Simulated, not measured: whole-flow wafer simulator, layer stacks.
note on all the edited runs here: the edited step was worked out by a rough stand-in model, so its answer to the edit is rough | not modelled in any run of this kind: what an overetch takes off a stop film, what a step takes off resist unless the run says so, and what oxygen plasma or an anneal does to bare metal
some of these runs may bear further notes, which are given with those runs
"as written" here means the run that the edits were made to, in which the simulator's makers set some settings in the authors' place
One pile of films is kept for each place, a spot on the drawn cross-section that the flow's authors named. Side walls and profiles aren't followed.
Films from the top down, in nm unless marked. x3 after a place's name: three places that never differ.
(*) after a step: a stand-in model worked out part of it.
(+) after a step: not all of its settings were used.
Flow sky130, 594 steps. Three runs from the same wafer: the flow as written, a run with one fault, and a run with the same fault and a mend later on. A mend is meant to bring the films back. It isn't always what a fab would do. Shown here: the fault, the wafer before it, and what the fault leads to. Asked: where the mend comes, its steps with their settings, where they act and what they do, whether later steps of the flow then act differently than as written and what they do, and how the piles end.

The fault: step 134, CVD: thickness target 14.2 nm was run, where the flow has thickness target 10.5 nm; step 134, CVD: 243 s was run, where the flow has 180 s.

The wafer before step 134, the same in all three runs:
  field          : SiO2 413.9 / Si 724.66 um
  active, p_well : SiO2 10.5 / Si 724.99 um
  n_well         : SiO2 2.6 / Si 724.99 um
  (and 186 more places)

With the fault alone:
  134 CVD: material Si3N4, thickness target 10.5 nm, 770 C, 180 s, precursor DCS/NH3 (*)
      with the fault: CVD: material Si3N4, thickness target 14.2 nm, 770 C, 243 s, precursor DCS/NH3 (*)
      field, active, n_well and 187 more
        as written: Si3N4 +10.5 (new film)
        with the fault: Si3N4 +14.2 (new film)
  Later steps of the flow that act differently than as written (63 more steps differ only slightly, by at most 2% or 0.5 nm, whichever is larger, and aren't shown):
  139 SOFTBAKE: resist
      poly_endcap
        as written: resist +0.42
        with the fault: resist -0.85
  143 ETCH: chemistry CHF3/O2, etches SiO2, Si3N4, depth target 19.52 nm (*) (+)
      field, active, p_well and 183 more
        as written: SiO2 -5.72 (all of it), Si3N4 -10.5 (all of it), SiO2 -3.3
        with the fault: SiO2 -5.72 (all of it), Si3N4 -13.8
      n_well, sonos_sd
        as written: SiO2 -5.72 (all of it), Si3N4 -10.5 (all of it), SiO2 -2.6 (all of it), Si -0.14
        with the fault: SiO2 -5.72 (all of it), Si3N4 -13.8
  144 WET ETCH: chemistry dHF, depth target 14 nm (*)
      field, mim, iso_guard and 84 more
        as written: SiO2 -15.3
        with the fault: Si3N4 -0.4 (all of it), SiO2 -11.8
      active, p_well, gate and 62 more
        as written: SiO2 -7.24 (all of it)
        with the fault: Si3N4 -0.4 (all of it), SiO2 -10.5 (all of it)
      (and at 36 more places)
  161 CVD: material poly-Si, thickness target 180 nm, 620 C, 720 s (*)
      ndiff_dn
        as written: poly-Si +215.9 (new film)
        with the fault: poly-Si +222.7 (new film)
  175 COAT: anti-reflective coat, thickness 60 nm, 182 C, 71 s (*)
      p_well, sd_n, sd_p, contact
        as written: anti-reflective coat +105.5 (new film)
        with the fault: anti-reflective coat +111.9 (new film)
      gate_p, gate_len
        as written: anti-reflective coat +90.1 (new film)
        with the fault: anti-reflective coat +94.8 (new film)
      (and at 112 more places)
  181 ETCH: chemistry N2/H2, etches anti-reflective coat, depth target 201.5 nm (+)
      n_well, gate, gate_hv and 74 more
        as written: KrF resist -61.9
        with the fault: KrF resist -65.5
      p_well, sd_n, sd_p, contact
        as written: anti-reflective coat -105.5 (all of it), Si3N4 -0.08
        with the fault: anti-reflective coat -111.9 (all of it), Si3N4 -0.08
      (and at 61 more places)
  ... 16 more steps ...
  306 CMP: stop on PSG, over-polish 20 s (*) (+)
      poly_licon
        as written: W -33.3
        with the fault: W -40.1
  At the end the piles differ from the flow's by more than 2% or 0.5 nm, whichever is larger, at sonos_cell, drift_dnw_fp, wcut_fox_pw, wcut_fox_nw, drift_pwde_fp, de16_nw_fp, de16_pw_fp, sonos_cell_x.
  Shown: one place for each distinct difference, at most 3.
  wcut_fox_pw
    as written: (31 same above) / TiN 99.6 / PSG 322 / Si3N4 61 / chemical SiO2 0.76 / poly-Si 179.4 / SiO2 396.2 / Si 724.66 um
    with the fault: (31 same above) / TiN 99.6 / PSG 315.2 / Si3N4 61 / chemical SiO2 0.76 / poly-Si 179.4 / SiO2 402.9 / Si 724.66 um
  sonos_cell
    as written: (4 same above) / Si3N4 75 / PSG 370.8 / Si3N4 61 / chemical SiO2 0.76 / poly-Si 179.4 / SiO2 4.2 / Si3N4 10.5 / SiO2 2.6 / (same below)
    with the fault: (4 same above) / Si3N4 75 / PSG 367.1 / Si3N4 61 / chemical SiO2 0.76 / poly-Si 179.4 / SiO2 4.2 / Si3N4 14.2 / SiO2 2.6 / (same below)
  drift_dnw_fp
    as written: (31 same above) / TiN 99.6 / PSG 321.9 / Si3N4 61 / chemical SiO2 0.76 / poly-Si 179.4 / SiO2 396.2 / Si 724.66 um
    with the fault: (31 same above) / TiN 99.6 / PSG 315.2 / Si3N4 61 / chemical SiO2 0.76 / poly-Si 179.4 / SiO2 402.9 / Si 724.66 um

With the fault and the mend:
  The mend comes after step 134.
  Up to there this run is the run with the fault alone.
  134a WET ETCH: chemistry H3PO4, depth target 3.7 nm, 160 C (the flow's step 15 once more, with other settings)
      field, active, n_well and 187 more
        Si3N4 -3.7
  No later step of the flow acts differently than as written, at any place that is followed, by more than 2% or 0.5 nm, whichever is larger.
  At the end the piles differ from the flow's only slightly at the places that both follow, by at most 2% or 0.5 nm, whichever is larger.
